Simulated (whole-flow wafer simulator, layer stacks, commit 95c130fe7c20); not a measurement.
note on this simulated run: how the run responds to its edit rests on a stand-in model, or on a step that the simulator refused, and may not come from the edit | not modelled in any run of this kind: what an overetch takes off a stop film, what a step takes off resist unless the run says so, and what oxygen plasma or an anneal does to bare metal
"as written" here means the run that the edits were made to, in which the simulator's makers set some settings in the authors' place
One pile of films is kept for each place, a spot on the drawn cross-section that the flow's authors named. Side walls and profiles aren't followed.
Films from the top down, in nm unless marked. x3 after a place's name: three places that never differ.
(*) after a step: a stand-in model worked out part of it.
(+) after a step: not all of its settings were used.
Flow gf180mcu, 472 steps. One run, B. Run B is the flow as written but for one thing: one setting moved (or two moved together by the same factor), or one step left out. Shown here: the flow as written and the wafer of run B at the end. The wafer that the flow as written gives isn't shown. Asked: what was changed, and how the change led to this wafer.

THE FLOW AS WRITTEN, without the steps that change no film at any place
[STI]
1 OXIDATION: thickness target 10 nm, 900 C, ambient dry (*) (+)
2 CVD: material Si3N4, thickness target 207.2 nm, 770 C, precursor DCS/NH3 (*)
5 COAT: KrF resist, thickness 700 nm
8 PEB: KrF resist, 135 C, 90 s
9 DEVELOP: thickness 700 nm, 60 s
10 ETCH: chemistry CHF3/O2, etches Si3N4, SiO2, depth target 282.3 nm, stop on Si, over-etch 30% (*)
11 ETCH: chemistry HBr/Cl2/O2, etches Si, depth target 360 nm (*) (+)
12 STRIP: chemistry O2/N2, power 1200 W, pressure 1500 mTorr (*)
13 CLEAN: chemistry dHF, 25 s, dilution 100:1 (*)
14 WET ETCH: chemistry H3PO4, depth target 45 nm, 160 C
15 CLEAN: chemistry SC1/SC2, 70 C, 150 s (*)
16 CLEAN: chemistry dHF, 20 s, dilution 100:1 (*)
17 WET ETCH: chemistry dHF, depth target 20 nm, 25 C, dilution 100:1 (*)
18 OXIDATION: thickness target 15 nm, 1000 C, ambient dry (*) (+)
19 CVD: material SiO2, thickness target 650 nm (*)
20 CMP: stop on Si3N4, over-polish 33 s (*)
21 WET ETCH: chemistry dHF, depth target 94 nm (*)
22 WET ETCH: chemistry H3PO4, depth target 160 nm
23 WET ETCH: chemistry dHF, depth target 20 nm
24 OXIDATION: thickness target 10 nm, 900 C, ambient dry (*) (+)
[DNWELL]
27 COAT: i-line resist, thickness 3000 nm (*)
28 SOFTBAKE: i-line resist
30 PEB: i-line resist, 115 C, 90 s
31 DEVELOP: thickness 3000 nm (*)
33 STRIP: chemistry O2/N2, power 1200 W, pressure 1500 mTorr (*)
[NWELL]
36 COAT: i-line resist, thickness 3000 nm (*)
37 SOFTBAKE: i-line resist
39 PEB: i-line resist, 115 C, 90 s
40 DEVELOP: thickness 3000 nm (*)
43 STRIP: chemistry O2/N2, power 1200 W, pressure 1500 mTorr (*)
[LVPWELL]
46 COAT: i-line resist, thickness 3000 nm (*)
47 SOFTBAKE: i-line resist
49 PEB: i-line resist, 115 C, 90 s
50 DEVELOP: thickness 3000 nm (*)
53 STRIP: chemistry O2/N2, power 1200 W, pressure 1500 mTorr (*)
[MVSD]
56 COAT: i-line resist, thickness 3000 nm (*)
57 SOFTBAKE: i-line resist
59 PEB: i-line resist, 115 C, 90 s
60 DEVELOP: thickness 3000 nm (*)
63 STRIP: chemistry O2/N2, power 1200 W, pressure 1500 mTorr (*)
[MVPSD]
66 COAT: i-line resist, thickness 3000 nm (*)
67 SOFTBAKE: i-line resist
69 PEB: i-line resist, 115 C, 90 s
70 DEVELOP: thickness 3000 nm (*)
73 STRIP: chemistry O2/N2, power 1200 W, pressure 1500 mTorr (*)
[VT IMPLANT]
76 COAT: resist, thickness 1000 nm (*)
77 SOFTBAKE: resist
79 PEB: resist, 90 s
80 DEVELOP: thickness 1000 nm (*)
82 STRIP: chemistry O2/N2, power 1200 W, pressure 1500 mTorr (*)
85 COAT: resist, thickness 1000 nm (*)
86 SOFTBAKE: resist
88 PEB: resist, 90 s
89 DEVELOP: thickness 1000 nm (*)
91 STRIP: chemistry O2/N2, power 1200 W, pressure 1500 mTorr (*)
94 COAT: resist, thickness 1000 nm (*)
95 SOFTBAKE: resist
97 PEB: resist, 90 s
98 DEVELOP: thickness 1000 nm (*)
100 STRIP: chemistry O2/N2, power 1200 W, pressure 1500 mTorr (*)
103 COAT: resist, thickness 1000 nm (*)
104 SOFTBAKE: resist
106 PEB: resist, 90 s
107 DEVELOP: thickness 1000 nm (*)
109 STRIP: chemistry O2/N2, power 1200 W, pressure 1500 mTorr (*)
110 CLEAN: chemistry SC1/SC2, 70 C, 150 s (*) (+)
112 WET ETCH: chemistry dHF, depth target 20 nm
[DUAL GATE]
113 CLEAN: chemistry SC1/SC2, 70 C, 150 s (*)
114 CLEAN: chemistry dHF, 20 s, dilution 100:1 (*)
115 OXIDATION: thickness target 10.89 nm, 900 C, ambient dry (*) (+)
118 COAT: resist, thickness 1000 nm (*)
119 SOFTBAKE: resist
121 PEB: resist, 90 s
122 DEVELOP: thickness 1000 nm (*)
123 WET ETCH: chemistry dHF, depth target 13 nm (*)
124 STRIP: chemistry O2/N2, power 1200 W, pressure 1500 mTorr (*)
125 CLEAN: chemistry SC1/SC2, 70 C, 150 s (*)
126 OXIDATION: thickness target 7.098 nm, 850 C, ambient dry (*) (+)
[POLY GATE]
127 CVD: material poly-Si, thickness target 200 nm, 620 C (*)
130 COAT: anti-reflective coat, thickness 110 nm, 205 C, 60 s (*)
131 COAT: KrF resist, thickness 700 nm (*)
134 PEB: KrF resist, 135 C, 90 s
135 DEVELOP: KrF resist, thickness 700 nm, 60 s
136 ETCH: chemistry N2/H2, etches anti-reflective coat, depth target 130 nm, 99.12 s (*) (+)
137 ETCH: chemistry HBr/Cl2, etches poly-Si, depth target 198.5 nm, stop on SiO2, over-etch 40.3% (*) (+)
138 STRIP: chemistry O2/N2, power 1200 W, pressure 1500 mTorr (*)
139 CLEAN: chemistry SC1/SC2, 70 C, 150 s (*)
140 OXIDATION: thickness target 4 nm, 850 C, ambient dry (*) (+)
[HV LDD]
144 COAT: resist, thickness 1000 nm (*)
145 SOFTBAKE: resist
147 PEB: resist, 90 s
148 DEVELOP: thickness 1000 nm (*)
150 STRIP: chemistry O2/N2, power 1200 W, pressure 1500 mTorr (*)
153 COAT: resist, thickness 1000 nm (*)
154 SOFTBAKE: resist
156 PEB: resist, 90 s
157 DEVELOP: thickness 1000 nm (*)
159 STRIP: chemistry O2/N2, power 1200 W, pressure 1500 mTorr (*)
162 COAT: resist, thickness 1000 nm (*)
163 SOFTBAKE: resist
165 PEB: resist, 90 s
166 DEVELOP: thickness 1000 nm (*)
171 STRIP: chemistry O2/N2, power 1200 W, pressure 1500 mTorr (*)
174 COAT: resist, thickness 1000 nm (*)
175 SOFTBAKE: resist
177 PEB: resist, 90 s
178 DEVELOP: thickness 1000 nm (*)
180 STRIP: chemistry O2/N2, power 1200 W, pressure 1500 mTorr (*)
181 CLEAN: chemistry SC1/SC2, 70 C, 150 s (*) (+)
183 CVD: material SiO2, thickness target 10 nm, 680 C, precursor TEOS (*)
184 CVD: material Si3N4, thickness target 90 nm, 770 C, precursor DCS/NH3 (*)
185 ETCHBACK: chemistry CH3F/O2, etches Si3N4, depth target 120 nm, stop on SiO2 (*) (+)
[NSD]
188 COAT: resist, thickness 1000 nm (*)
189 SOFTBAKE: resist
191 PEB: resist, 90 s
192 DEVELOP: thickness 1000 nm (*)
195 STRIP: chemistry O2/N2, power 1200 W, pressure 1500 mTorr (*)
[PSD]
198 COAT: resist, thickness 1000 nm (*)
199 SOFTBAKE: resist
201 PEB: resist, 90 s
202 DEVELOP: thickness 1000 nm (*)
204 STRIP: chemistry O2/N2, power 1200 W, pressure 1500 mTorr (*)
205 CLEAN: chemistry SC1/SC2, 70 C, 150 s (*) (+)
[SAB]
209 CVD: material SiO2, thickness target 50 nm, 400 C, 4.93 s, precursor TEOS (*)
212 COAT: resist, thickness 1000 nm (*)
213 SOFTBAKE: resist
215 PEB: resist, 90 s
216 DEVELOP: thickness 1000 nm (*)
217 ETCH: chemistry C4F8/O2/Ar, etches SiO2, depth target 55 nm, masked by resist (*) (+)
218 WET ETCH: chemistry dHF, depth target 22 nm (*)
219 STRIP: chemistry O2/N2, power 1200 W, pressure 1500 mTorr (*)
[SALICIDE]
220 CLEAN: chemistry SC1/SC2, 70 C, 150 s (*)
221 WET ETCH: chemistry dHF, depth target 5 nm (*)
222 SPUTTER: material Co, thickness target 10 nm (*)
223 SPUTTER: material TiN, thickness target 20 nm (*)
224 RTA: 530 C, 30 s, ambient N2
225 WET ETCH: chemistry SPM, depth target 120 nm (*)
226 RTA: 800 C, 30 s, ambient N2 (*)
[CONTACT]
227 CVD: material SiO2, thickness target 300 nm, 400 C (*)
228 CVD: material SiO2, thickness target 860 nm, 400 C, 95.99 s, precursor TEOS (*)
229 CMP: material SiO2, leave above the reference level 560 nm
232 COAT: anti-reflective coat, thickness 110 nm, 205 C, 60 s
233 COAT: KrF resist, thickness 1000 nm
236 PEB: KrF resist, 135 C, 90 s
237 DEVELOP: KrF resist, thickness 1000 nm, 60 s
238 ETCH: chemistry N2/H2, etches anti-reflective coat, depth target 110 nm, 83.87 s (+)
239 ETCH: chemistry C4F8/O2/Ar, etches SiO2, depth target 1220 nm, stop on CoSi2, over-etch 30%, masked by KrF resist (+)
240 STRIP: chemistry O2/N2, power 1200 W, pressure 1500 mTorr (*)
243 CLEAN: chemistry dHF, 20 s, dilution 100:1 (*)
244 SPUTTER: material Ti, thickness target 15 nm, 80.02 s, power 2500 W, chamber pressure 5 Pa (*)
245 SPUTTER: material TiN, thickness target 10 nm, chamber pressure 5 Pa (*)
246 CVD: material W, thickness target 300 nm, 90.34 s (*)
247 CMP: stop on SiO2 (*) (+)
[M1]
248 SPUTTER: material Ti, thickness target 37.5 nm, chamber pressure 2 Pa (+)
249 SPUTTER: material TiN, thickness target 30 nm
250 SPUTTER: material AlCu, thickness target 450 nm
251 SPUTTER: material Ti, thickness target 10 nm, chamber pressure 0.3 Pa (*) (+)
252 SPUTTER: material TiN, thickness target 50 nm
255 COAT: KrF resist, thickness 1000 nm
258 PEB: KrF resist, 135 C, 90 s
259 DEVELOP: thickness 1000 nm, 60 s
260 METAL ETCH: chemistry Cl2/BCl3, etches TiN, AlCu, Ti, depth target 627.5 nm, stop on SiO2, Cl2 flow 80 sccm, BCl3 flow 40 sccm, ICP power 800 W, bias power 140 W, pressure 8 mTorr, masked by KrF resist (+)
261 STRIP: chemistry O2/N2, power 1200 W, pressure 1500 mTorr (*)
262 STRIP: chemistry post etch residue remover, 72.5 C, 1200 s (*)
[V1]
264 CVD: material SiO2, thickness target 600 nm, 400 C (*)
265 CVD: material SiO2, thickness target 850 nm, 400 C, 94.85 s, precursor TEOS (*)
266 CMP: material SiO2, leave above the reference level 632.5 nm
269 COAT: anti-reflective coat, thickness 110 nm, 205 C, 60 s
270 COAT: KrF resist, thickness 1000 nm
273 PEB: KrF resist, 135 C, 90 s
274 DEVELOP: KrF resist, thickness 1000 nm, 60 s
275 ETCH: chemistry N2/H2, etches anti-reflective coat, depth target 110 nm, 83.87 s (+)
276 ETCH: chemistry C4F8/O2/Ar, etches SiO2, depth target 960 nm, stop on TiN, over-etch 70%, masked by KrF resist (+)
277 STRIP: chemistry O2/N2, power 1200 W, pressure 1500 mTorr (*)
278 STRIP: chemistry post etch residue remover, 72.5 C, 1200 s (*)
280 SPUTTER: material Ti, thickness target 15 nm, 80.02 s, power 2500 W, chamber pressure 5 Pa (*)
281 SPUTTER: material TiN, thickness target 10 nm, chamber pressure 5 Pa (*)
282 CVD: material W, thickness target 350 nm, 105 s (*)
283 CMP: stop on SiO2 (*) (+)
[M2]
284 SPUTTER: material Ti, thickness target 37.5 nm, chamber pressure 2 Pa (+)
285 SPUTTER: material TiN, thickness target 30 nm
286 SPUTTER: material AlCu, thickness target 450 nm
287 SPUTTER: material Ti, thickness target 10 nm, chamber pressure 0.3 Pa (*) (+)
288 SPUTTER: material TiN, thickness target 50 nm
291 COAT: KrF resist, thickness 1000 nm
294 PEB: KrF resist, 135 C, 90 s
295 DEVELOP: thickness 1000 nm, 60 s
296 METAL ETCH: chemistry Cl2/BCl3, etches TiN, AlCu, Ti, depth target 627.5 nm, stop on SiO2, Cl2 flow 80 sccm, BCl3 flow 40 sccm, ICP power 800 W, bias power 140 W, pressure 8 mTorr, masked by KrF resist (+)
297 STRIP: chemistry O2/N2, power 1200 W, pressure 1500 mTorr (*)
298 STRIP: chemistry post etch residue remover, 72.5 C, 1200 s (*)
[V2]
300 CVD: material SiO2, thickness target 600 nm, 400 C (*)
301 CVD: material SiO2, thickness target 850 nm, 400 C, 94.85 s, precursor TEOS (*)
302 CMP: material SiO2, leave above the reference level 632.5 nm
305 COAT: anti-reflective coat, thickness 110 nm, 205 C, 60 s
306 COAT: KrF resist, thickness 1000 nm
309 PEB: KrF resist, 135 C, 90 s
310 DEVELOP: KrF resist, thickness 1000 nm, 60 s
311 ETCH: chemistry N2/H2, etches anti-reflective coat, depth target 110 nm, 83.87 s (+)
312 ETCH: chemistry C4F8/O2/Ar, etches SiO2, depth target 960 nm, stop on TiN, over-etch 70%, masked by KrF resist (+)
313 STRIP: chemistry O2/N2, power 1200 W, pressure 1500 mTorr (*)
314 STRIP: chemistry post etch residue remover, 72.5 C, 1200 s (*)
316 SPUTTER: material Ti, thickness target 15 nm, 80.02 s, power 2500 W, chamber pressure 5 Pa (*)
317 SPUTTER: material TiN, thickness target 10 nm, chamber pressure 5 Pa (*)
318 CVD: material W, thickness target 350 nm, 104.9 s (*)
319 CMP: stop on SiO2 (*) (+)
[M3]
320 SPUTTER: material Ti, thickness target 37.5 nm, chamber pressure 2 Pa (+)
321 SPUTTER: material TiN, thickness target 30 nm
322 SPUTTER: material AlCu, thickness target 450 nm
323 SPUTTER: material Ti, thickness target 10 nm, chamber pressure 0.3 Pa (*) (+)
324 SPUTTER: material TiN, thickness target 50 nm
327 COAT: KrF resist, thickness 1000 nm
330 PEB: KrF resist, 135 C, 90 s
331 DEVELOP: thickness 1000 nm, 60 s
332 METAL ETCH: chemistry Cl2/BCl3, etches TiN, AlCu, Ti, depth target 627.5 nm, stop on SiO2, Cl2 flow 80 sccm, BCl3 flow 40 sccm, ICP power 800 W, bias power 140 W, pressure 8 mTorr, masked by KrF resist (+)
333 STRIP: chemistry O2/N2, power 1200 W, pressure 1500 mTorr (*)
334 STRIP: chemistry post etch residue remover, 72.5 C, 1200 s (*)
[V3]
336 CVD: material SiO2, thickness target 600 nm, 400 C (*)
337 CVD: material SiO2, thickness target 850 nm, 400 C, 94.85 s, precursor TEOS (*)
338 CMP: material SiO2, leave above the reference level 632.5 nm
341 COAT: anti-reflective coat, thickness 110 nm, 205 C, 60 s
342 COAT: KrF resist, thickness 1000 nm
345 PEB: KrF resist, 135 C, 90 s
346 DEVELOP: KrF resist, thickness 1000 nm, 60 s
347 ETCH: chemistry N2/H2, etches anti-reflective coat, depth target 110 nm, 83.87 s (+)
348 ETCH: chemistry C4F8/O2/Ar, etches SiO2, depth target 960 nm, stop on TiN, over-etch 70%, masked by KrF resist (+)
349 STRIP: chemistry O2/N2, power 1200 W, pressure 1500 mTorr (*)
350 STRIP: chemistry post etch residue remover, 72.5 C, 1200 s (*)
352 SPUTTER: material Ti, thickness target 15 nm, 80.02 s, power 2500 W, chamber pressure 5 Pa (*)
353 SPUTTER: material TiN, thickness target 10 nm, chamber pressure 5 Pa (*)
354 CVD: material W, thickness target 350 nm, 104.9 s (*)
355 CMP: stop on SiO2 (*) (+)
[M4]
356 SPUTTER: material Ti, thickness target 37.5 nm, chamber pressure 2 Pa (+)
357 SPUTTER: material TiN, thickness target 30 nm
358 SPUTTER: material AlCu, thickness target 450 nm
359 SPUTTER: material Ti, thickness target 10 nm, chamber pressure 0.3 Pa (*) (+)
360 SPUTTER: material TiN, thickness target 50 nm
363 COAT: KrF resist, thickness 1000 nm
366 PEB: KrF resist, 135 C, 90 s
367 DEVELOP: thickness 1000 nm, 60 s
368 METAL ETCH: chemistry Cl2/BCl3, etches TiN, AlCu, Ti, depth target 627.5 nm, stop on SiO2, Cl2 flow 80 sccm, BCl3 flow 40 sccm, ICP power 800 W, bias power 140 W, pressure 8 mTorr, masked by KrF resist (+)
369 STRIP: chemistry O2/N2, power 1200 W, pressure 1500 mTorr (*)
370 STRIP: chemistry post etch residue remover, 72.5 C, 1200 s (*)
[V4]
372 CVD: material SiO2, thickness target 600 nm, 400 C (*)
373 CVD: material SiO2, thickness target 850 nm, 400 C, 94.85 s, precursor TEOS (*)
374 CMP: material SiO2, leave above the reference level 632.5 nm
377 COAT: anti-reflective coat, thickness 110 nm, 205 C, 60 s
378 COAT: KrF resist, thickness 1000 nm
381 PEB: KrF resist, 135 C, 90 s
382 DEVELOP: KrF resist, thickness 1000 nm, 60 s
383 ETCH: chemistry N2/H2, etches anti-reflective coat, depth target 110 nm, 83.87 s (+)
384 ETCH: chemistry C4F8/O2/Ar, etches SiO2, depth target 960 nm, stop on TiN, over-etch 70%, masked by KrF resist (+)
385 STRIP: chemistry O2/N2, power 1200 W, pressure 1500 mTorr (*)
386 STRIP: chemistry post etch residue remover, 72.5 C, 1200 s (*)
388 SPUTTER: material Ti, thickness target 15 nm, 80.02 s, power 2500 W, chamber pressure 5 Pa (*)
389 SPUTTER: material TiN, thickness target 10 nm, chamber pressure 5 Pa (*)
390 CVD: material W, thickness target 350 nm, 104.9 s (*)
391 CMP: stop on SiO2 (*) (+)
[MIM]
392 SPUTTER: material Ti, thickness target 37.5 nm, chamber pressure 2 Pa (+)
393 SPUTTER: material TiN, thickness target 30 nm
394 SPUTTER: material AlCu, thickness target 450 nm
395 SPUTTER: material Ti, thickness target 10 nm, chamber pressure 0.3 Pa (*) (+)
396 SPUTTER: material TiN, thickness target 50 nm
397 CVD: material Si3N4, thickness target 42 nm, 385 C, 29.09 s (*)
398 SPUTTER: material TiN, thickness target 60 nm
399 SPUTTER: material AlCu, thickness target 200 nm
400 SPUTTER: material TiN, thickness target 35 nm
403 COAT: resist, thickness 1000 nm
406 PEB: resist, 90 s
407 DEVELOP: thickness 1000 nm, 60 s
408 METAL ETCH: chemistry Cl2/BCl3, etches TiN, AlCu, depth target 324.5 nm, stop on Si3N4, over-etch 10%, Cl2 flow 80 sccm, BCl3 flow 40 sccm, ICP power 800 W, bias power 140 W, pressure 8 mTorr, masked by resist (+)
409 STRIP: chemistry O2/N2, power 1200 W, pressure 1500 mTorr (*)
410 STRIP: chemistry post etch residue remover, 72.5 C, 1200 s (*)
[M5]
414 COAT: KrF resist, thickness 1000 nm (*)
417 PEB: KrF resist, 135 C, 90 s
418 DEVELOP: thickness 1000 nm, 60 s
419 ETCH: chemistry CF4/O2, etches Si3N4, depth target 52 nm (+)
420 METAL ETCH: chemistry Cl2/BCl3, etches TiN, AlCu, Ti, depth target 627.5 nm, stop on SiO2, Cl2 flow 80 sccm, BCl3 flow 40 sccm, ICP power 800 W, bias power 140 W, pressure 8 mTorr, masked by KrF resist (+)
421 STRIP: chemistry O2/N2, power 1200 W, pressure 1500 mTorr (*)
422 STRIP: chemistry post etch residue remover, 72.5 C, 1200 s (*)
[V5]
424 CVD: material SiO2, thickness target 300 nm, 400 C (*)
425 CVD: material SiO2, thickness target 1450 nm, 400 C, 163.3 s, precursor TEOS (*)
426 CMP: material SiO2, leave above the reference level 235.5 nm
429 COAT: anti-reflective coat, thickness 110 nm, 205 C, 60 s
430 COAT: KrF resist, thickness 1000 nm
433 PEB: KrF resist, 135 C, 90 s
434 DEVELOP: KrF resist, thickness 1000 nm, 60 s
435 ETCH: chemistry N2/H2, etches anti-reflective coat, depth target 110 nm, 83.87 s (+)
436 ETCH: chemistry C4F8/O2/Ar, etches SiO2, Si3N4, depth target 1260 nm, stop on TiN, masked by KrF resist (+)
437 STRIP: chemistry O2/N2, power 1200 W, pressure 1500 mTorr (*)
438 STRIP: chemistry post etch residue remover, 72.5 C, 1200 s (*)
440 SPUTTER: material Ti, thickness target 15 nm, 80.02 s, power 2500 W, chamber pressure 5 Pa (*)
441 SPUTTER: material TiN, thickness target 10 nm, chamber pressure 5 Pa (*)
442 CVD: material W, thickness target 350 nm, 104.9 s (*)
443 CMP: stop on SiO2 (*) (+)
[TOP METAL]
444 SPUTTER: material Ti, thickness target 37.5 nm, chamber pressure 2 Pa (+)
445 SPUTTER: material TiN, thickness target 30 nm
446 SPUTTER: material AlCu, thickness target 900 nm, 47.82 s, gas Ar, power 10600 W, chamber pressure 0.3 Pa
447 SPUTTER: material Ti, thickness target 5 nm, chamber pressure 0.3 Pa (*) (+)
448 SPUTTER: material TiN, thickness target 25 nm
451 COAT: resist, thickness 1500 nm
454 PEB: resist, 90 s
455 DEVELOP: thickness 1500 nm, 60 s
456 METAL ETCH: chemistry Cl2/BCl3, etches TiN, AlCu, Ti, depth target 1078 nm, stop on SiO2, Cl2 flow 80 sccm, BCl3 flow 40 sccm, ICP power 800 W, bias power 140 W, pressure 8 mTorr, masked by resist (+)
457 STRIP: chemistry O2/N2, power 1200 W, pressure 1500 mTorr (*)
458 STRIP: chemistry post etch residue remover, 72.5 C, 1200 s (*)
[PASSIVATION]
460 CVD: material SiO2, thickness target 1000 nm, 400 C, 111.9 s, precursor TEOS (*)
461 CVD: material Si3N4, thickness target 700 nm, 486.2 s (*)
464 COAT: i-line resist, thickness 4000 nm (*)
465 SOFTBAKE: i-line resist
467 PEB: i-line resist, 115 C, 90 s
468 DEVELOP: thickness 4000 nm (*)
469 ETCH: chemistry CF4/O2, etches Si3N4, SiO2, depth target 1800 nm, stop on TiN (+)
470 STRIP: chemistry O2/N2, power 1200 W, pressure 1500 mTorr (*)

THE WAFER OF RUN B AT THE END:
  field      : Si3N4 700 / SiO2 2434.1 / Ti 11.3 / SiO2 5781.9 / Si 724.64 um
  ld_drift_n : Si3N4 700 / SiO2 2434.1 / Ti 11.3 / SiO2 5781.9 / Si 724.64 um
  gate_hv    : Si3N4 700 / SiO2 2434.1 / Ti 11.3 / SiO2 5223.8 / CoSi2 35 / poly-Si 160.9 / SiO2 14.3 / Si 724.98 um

The cause: step 420, METAL ETCH: depth target 564.8 nm was run, where the flow has depth target 627.5 nm.

How the change led to this, step by step:
  420 METAL ETCH: chemistry Cl2/BCl3, etches TiN, AlCu, Ti, depth target 627.5 nm, stop on SiO2, Cl2 flow 80 sccm, BCl3 flow 40 sccm, ICP power 800 W, bias power 140 W, pressure 8 mTorr, masked by KrF resist (+)
      field, field__w1, field__w2 and 101 more: TiN -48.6 (all of it), Ti -10 (all of it), AlCu -450 (all of it), TiN -30 (all of it), Ti -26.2 (as written it would be: TiN -48.6 (all of it), Ti -10 (all of it), AlCu -450 (all of it), TiN -30 (all of it), Ti -37.5 (all of it))
      field__w4, field__w8, contact, m1, m1__w1, mim, mim_1p0, m1_nw: KrF resist -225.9 (as written it would be: KrF resist -251)
  421 STRIP: chemistry O2/N2, power 1200 W, pressure 1500 mTorr (*)
      field__w8, m1__w1: KrF resist -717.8 (all of it) (as written it would be: KrF resist -692.7 (all of it))
      contact, m1: KrF resist -718.2 (all of it) (as written it would be: KrF resist -693.2 (all of it))
      (and at 4 more places)
  424 CVD: material SiO2, thickness target 300 nm, 400 C (*)
      field, field__w1, field__w2 and 101 more: SiO2 +300 (new film) (as written it would be: SiO2 +300)
  426 CMP: material SiO2, leave above the reference level 235.5 nm
      field, field__w1, field__w5 and 92 more: SiO2 -312.1 (as written it would be: SiO2 -300.8)
      field__w2, field__w3, field__w12 and 6 more: SiO2 -284.4 (as written it would be: SiO2 -272.7)
Counting metal films that touch as one body, field has 1 body; the flow as written gives 0 bodies.
Counting metal films that touch as one body, ld_drift_n has 1 body; the flow as written gives 0 bodies.
Counting metal films that touch as one body, gate_hv has 2 bodies (between them, from the top down: SiO2 5223.8); the flow as written gives 1 body.
